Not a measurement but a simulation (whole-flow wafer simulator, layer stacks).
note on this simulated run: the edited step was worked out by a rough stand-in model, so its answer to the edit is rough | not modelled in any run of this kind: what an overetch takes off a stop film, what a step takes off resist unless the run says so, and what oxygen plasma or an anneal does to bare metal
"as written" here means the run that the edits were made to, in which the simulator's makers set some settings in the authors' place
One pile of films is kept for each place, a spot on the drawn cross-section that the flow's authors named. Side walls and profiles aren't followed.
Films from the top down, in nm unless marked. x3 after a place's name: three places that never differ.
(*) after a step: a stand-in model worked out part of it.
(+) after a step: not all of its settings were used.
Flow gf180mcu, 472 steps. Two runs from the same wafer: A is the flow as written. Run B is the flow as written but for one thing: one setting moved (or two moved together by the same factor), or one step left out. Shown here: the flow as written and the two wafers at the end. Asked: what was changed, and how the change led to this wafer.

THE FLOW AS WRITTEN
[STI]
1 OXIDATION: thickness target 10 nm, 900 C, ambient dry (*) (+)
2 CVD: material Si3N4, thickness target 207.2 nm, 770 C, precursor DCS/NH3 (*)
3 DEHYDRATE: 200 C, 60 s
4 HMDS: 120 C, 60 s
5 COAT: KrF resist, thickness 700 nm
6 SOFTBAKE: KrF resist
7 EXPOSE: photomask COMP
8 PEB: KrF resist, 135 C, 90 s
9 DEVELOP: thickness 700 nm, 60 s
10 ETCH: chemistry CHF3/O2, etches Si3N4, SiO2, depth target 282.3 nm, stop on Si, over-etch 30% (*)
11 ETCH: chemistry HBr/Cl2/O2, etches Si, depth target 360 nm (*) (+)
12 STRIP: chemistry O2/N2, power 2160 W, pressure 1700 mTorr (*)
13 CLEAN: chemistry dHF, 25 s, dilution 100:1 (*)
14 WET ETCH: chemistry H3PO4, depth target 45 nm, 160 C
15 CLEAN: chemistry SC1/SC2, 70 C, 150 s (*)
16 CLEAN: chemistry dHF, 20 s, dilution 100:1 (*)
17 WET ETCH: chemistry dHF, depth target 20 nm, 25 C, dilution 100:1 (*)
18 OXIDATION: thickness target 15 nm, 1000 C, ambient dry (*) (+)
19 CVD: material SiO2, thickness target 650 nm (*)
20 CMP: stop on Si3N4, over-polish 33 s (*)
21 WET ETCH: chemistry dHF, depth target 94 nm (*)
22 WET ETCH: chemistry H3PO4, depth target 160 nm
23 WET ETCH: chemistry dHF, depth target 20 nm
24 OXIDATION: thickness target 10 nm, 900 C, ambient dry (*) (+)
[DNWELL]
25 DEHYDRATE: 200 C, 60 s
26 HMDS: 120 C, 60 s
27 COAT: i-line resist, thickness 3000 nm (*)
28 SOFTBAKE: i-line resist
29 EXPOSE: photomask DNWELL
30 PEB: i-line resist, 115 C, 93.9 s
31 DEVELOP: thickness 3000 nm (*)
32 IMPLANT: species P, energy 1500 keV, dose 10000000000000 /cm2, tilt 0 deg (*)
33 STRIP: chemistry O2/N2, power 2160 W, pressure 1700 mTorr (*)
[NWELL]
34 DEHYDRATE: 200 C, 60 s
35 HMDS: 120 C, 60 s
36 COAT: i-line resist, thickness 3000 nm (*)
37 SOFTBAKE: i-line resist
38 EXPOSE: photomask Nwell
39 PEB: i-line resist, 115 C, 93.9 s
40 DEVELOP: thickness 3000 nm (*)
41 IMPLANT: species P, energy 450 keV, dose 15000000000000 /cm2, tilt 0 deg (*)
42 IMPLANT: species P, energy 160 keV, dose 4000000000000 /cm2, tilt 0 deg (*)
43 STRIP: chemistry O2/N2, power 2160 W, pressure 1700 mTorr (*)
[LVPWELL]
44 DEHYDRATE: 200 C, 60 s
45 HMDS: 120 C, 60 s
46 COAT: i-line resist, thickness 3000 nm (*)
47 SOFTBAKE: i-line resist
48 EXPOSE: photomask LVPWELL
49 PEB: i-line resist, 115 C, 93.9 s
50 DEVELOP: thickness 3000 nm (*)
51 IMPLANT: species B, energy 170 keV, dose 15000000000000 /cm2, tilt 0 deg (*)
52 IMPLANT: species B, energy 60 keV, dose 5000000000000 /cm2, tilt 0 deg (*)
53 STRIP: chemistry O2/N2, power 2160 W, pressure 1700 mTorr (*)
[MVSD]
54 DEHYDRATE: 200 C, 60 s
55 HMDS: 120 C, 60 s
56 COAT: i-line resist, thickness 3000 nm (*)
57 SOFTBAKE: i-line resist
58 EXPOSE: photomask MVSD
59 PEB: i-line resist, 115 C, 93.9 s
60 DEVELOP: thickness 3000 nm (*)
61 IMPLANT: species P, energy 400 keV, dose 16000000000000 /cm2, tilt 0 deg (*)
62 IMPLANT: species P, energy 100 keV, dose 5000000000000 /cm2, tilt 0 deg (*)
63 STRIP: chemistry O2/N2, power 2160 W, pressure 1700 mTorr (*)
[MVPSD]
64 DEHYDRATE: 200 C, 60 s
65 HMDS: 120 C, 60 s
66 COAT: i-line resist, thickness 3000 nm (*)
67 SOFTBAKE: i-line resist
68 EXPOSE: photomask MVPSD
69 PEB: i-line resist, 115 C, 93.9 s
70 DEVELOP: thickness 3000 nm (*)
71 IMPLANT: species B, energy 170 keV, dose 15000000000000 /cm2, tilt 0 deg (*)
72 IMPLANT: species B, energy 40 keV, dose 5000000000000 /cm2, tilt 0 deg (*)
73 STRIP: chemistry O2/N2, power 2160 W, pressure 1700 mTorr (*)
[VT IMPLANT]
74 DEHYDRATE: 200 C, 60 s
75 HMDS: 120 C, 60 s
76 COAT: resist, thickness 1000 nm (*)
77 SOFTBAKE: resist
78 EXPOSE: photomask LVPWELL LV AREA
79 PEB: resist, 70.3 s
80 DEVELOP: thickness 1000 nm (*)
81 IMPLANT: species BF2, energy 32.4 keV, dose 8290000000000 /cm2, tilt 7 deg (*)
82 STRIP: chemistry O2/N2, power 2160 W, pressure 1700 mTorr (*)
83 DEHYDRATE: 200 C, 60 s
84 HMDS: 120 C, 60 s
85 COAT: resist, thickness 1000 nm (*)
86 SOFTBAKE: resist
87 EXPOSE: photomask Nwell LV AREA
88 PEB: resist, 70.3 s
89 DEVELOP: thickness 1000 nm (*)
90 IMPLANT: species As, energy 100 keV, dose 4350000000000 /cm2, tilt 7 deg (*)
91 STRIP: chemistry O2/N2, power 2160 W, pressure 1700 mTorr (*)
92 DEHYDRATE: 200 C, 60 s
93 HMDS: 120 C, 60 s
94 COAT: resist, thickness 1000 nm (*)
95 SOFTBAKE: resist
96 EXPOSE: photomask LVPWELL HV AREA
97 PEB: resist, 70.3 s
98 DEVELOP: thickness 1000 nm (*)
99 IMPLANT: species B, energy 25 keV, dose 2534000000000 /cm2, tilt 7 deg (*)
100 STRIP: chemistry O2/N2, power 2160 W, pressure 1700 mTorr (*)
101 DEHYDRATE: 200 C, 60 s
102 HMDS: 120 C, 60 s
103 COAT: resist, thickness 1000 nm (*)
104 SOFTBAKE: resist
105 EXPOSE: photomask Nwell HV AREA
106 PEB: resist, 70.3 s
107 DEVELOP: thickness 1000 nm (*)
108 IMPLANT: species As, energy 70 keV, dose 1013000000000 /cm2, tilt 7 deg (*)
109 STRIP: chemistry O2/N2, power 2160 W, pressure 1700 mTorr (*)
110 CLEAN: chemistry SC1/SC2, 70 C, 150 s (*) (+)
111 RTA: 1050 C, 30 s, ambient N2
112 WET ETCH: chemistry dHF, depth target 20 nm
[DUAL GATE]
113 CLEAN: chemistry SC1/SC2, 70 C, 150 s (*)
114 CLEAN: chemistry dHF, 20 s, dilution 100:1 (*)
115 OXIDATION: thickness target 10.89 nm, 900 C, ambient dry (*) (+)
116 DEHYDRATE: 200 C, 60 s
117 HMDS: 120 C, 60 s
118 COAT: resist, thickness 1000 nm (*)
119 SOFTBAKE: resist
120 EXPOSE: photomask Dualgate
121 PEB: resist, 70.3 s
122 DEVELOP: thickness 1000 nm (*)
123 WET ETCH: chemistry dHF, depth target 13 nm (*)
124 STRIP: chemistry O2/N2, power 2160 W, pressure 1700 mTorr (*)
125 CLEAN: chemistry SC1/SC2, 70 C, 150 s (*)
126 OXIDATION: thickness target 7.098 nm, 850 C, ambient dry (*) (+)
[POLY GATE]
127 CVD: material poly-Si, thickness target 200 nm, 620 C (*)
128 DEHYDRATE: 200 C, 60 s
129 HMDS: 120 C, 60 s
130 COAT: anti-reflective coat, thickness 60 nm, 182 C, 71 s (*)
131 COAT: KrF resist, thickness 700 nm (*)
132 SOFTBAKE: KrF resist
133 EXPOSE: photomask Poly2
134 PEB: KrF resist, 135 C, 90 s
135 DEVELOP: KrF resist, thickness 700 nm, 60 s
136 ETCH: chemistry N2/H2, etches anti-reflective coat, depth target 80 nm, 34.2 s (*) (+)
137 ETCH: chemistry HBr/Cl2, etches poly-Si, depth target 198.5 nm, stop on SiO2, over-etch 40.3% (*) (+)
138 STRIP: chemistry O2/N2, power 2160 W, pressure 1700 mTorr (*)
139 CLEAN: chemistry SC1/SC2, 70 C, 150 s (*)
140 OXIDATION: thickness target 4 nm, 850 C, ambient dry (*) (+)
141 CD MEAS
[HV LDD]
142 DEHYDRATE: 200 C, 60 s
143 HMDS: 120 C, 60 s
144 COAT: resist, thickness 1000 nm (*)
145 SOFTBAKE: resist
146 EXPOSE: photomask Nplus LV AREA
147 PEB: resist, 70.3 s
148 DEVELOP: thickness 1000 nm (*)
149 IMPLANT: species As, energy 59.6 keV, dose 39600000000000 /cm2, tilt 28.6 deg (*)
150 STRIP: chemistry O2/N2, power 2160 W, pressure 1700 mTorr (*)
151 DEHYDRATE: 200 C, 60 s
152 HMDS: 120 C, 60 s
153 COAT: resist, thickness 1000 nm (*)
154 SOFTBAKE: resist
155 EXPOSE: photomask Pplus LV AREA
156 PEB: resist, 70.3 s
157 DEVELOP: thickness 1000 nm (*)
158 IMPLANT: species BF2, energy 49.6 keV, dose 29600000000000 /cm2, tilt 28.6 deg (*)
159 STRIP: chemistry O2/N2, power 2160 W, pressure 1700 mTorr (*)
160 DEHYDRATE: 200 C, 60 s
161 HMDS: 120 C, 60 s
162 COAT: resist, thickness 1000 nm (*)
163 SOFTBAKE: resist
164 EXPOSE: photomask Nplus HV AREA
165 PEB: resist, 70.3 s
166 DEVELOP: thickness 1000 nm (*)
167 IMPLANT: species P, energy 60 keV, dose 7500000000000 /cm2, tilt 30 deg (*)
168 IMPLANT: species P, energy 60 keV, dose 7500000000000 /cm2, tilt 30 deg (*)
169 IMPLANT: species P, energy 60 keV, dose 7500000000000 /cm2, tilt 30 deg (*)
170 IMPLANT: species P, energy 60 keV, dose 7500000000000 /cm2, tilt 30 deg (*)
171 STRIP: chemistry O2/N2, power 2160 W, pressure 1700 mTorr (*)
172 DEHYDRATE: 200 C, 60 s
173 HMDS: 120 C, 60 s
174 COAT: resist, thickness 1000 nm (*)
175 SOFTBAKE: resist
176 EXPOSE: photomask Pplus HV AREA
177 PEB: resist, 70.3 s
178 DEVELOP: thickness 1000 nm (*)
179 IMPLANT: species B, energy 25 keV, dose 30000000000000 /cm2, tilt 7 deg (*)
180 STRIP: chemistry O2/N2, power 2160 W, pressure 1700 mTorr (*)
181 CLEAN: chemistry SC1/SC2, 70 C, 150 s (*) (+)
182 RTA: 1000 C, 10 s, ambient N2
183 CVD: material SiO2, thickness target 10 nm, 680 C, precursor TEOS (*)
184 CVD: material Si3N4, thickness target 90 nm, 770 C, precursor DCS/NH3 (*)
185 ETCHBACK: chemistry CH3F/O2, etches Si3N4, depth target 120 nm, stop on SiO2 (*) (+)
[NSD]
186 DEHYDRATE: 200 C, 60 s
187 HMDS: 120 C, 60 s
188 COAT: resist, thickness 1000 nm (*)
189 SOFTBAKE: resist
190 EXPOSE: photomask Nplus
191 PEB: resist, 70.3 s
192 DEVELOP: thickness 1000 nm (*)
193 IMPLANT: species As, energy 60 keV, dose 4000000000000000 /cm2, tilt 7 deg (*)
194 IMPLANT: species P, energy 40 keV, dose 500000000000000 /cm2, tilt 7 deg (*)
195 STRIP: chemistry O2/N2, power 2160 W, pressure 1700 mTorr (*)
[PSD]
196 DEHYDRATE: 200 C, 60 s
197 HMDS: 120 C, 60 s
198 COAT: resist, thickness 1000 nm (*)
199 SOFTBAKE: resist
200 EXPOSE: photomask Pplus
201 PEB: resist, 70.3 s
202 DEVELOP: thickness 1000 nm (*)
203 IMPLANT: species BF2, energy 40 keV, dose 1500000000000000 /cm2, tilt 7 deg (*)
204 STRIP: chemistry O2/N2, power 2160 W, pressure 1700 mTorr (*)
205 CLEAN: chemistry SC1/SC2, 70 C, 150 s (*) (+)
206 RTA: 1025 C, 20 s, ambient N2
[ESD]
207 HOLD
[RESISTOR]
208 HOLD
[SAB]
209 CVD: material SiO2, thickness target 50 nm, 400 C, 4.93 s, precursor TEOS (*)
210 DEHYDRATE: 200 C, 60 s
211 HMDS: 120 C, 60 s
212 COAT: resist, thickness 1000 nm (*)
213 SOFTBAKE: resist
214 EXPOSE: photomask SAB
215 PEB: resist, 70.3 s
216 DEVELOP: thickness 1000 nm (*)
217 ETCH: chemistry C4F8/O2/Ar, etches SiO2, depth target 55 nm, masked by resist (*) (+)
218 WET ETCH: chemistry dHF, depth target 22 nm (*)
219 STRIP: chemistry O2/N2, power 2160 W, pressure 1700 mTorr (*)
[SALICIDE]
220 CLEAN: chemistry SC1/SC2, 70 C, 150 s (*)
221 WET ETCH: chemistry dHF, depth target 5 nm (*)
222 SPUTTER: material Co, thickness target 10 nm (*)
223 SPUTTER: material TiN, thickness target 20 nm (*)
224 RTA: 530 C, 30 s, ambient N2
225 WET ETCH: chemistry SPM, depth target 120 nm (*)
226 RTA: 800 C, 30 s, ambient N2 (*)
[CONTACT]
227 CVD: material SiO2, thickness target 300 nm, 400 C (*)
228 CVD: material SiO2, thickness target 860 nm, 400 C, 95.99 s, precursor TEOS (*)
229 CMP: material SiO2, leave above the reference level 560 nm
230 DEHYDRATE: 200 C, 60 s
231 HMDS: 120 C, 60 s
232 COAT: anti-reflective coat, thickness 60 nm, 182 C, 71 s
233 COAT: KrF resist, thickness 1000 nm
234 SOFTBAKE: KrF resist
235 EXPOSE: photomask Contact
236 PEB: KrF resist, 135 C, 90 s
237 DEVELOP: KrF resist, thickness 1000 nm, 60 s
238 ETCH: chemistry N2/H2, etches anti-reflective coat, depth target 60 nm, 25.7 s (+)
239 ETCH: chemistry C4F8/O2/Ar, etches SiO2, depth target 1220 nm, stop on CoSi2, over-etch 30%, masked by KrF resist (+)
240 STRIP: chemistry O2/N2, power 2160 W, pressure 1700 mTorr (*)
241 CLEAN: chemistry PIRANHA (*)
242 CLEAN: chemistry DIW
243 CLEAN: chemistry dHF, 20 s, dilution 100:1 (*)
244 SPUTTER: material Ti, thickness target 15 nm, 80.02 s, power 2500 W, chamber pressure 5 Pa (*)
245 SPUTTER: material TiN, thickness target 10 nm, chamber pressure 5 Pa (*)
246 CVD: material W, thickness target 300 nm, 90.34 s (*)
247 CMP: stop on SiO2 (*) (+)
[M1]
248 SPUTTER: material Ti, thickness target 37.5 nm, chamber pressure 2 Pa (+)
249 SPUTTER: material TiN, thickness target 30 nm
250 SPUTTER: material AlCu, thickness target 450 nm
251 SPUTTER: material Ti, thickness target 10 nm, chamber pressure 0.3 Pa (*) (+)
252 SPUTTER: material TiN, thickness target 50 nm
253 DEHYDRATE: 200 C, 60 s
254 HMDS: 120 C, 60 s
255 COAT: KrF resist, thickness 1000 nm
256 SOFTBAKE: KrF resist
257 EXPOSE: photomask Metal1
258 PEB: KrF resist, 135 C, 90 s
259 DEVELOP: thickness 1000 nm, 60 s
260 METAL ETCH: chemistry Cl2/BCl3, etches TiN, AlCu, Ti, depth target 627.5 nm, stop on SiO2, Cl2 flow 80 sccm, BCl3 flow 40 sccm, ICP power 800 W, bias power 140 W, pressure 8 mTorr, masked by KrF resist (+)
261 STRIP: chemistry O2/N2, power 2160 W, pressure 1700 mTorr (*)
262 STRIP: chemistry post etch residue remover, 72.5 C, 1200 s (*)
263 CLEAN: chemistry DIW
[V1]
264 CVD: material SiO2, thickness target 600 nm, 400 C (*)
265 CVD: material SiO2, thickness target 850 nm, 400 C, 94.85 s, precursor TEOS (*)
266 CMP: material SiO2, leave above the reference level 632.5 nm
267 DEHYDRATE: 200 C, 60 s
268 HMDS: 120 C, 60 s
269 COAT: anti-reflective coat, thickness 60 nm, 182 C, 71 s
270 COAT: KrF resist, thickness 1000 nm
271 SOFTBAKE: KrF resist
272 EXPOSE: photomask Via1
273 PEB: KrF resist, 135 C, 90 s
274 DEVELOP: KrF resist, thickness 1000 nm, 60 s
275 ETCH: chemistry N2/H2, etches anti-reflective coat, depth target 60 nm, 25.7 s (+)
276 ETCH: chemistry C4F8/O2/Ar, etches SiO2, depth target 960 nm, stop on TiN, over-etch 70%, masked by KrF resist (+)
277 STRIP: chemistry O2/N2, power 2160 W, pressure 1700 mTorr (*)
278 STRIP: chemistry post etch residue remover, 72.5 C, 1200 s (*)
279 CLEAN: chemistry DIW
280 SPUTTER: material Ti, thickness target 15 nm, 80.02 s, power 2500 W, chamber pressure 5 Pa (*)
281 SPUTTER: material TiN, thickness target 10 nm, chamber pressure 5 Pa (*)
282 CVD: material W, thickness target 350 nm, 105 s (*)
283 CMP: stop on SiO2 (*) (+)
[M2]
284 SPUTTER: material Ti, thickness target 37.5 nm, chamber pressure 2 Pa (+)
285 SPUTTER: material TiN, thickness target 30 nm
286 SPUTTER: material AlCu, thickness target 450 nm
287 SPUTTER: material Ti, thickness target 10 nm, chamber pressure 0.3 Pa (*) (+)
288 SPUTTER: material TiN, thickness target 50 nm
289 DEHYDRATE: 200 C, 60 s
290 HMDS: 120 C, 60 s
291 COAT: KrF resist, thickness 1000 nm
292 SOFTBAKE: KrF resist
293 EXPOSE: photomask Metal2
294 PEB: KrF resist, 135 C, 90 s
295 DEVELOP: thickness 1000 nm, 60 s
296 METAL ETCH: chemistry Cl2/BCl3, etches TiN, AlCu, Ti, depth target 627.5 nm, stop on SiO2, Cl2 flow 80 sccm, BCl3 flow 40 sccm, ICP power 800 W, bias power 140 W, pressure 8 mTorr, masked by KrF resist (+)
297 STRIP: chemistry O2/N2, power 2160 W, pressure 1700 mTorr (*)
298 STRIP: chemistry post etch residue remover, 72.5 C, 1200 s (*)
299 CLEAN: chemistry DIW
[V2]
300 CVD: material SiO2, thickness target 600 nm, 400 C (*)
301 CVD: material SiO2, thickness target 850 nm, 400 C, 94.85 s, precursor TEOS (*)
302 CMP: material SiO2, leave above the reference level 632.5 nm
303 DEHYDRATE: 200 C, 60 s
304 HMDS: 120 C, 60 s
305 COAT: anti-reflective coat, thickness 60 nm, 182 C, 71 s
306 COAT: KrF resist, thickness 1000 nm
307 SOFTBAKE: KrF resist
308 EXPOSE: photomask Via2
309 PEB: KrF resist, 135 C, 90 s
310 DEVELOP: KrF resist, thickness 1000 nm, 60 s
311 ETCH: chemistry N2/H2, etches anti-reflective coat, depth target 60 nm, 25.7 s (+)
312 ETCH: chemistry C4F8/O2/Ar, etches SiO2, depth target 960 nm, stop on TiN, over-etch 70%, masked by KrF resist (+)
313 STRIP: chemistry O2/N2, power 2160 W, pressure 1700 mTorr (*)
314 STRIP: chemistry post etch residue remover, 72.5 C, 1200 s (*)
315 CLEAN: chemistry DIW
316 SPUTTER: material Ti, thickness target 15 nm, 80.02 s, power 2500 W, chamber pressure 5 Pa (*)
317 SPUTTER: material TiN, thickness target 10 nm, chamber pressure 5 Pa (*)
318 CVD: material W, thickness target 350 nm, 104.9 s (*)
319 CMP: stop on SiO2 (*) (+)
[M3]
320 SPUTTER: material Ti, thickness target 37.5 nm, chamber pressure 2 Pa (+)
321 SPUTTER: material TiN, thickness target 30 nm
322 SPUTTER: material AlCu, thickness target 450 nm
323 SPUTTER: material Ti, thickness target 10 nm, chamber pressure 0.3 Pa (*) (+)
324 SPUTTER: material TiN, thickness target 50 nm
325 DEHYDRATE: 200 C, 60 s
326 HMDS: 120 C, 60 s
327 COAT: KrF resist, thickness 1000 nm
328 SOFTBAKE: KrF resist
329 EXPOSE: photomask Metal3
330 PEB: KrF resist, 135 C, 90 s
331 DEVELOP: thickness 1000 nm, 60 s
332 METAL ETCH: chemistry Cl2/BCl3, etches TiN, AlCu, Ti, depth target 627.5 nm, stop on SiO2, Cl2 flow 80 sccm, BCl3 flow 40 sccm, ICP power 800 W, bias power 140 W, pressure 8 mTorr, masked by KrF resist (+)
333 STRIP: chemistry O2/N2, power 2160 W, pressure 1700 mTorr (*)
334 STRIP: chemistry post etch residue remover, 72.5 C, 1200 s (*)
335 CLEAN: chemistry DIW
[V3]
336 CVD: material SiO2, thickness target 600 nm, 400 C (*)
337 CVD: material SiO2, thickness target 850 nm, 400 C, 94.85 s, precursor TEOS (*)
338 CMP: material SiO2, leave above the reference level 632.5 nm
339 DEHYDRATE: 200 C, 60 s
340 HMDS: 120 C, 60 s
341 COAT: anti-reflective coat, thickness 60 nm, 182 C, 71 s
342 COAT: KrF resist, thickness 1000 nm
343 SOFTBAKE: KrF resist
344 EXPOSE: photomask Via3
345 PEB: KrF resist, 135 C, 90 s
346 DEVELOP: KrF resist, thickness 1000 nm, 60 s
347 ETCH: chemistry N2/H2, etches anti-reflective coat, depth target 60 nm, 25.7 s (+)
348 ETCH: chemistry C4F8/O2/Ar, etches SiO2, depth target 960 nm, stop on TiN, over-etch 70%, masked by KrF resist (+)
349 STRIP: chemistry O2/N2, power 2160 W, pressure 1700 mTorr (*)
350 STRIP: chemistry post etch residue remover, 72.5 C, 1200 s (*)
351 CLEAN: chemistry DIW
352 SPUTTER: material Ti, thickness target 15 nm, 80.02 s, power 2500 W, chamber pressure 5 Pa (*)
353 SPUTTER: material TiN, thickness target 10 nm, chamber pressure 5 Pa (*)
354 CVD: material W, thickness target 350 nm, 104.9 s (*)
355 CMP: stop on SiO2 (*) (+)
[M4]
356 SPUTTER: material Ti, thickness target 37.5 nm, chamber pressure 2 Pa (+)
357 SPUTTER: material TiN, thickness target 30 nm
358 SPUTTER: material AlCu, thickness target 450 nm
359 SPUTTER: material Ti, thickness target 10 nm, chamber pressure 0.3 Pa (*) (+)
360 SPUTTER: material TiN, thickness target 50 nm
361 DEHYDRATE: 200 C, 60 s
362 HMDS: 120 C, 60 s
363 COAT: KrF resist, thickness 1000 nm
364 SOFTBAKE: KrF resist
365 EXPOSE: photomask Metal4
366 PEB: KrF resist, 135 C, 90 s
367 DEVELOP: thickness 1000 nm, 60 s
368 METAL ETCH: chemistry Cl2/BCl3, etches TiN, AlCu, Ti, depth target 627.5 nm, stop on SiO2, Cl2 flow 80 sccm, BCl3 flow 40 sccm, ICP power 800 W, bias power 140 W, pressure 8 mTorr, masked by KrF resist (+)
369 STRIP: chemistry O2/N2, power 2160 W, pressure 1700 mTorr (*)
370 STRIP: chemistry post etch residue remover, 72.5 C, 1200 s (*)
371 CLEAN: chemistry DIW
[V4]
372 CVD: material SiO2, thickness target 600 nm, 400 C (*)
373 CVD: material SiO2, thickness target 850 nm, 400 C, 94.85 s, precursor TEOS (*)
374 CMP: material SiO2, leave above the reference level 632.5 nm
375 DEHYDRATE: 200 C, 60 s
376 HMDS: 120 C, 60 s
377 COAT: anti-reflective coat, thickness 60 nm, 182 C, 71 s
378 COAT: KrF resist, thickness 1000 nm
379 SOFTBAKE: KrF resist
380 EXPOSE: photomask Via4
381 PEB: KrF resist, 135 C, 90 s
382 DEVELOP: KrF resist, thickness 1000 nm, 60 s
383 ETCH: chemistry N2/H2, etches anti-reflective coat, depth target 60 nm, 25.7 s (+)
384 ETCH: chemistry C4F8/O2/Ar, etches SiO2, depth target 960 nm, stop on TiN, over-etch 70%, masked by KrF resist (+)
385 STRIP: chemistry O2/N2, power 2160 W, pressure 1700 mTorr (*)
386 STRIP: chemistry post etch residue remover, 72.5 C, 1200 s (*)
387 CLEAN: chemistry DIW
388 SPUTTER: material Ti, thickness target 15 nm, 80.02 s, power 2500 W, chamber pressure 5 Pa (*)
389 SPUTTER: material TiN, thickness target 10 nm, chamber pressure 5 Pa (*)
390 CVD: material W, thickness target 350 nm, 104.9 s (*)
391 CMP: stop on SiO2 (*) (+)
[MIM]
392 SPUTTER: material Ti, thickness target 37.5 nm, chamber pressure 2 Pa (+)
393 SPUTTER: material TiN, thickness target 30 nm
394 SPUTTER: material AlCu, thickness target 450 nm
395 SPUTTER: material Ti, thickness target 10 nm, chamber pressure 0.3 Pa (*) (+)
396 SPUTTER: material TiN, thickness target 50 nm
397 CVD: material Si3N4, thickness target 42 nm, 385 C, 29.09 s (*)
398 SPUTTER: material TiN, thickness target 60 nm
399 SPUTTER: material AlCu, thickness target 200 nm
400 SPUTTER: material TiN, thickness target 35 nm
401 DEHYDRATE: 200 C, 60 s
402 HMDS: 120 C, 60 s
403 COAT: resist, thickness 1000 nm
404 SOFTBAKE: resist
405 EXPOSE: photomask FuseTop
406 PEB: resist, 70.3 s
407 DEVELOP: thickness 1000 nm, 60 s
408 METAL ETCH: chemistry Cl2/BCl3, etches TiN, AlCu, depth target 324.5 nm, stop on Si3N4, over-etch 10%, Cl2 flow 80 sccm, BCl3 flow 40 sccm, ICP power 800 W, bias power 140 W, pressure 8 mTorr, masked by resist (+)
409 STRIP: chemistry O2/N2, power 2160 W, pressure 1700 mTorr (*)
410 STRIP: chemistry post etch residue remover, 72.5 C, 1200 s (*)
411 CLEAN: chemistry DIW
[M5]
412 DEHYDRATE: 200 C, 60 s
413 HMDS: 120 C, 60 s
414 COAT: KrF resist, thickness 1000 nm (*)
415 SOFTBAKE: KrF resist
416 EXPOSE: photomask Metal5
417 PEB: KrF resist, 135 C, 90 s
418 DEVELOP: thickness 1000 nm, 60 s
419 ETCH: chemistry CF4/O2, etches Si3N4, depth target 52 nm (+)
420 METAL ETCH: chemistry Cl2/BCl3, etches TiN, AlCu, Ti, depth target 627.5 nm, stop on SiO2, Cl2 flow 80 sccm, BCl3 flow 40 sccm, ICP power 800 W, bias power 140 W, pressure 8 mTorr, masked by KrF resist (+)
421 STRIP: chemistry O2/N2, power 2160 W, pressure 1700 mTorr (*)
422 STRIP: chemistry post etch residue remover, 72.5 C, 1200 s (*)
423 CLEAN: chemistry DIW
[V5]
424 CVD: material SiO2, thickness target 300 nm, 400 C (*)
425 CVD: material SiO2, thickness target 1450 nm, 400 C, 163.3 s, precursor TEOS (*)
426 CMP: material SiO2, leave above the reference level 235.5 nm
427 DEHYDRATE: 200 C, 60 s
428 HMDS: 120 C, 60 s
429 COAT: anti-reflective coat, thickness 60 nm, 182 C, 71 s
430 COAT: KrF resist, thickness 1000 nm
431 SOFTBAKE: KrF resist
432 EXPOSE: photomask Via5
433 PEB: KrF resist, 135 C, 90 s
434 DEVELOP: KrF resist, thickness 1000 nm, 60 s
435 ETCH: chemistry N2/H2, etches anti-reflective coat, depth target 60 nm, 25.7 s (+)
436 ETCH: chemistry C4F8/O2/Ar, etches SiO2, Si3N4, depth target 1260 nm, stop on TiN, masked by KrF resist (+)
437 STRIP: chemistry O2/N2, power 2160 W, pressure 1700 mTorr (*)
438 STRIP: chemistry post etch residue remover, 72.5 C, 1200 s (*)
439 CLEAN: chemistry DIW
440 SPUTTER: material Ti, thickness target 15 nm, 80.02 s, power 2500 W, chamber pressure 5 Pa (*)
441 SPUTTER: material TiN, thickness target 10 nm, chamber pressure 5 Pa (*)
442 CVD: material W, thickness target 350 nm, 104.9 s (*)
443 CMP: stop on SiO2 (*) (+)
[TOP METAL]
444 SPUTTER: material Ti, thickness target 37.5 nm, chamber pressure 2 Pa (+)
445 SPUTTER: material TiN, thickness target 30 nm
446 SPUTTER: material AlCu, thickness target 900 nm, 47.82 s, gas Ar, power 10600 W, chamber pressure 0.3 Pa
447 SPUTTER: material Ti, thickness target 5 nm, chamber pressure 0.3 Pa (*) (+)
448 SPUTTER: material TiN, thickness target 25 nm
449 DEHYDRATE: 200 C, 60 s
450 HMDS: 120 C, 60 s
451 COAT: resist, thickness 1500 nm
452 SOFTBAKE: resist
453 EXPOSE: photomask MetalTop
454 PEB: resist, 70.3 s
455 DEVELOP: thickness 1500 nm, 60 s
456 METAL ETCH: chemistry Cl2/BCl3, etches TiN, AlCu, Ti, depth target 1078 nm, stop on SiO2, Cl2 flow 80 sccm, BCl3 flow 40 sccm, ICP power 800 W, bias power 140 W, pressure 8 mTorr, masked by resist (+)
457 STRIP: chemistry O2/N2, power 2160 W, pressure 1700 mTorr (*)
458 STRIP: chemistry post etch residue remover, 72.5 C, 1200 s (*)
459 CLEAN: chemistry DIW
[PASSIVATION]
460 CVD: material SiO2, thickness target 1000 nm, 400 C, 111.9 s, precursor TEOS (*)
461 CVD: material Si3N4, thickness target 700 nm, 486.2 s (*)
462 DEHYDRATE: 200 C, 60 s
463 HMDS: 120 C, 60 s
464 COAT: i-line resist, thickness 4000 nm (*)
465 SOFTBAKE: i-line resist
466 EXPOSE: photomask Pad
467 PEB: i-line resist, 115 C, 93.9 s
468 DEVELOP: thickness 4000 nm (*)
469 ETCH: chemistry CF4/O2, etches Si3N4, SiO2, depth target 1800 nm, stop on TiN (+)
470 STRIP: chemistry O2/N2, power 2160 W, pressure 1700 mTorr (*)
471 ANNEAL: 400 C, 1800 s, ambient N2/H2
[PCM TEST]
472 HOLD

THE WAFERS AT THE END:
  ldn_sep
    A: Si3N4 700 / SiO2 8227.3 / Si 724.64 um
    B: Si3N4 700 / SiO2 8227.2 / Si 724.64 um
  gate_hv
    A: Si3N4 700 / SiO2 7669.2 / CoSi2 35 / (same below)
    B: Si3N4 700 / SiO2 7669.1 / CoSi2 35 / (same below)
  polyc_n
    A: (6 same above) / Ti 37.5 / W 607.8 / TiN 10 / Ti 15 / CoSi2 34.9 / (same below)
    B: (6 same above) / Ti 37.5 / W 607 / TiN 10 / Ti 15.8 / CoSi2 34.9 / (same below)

The cause: step 244, SPUTTER: 84.02 s was run, where the flow has 80.02 s.

How the change led to this, step by step:
  244 SPUTTER: material Ti, thickness target 15 nm, 80.02 s, power 2500 W, chamber pressure 5 Pa (*)
      field, field__w1, field__w2 and 107 more: A Ti +15 (new film) | B Ti +15.8 (new film)
  247 CMP: stop on SiO2 (*) (+)
      field, field__w1, field__w2 and 105 more: A W -300 (all of it), TiN -10 (all of it), Ti -15 (all of it), SiO2 -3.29 | B W -300 (all of it), TiN -10 (all of it), Ti -15.8 (all of it), SiO2 -3.3
